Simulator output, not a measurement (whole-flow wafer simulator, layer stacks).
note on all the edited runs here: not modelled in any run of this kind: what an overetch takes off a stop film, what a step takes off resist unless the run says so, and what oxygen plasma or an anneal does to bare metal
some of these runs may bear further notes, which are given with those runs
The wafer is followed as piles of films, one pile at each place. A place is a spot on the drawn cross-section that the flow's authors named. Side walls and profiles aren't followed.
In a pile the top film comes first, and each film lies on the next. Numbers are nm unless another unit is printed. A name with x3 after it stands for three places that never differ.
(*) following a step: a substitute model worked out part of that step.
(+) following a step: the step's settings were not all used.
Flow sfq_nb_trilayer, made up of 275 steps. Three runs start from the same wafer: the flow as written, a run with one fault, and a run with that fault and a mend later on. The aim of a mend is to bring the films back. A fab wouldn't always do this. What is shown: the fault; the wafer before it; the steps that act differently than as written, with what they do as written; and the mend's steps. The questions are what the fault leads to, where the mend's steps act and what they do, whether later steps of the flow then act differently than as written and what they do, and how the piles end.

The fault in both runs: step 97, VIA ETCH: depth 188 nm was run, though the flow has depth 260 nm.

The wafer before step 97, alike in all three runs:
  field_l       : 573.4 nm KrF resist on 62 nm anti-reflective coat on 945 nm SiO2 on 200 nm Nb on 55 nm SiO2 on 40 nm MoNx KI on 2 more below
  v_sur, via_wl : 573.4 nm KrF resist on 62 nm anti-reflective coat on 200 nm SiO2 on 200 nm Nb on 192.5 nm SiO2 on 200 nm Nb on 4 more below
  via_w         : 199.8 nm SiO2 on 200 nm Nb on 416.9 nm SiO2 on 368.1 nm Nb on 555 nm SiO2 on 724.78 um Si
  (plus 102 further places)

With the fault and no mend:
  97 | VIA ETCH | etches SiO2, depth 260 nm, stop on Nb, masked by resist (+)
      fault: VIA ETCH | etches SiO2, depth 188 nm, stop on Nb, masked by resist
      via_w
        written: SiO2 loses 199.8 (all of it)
        fault: SiO2 loses 188
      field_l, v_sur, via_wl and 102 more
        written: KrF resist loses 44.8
        fault: KrF resist loses 32.4
  Steps further on in the flow that do not act as written (4 other steps are not shown; they differ only slightly, by no more than 2% or 0.5 nm, whichever is larger):
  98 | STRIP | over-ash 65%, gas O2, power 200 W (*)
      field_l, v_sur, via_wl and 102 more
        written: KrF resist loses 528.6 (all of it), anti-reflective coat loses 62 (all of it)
        fault: KrF resist loses 541 (all of it), anti-reflective coat loses 62 (all of it)
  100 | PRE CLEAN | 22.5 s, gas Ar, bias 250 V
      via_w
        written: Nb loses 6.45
        fault: SiO2 loses 7.5
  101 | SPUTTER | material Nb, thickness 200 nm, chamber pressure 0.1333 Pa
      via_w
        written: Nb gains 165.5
        fault: Nb gains 167.9 (new film)
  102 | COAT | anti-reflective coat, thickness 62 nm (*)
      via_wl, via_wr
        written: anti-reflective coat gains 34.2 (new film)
        fault: anti-reflective coat gains 25.7 (new film)
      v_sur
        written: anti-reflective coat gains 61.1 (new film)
        fault: anti-reflective coat gains 58.3 (new film)
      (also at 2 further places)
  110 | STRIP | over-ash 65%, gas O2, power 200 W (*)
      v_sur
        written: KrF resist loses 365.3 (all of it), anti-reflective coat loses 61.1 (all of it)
        fault: KrF resist loses 366.7 (all of it), anti-reflective coat loses 58.3 (all of it)
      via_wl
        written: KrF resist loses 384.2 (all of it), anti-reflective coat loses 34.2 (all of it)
        fault: KrF resist loses 391.2 (all of it), anti-reflective coat loses 25.7 (all of it)
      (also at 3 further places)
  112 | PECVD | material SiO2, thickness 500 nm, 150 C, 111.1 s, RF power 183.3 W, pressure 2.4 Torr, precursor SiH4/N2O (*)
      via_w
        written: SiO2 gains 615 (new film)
        fault: SiO2 gains 577.3 (new film)
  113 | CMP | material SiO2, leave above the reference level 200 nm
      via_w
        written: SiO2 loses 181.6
        fault: SiO2 loses 157.1
  At via_w, the piles at the end differ from the flow's by more than 2% or 0.5 nm, whichever is larger.
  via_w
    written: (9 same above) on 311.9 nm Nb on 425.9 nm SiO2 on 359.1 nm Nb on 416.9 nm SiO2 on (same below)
    fault: (9 same above) on 311.9 nm Nb on 412.8 nm SiO2 on 167.9 nm Nb on 4.34 nm SiO2 on 200 nm Nb on 416.9 nm SiO2 on (same below)

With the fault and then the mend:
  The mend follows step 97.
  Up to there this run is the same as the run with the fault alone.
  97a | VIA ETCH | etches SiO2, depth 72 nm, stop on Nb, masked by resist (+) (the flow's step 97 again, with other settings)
      field_l, v_sur, via_wl and 102 more
        KrF resist loses 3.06
      via_w
        SiO2 loses 11.8 (all of it)
  Later steps of the flow that are run all act as written at every place that is followed, up to a difference of at most 2% or 0.5 nm, whichever is larger.
  The piles end the same as the flow's at every place that both follow.
